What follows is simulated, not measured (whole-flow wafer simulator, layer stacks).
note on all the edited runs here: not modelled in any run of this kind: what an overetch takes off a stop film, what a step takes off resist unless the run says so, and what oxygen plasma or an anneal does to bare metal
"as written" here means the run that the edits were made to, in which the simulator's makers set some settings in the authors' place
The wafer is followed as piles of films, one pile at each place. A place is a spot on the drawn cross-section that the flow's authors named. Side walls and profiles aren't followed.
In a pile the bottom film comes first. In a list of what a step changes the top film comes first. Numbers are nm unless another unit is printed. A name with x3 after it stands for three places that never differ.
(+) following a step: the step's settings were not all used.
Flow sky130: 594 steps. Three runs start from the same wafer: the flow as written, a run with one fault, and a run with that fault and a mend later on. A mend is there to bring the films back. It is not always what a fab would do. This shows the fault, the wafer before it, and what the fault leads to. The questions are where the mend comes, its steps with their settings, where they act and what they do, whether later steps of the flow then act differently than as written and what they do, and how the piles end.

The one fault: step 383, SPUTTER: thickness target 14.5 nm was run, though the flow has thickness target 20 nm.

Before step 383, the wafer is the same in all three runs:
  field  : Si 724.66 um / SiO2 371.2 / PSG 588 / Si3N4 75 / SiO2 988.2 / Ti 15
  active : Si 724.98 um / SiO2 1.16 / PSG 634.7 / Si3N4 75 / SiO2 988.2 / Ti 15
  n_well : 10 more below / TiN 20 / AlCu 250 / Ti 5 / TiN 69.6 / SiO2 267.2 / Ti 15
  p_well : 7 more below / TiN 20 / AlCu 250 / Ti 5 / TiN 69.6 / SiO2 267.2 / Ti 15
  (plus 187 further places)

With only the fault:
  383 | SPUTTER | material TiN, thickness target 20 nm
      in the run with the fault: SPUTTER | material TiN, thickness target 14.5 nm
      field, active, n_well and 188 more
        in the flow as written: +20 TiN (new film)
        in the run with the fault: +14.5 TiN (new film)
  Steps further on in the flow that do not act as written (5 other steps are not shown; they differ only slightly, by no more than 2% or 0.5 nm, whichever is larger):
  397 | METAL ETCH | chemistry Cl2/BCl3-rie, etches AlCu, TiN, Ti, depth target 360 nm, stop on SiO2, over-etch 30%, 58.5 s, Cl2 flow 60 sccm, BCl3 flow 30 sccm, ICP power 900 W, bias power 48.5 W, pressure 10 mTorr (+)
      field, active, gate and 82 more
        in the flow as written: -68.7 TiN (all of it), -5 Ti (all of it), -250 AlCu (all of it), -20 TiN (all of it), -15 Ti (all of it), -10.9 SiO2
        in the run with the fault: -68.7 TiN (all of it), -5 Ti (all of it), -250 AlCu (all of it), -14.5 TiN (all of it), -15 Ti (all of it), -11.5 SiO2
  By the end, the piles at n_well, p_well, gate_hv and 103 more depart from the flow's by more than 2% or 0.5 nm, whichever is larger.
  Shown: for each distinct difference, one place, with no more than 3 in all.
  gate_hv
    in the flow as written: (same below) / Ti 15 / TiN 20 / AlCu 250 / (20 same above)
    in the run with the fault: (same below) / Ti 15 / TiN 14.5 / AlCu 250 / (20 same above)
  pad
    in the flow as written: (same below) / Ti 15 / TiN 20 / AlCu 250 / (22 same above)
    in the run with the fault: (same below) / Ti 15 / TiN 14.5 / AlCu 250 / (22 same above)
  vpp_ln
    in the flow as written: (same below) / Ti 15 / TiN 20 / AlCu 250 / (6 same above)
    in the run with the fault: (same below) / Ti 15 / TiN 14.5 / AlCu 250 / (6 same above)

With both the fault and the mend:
  The mend stands after step 383.
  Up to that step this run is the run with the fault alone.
  383a | SPUTTER | material TiN, thickness target 5.5 nm (a further turn of the flow's step 383, with different settings)
      field, active, n_well and 188 more
        +5.5 TiN
  Every later step of the flow that is run acts as written at every place that is followed.
  At every place that both follow, the piles at the end match the flow's.
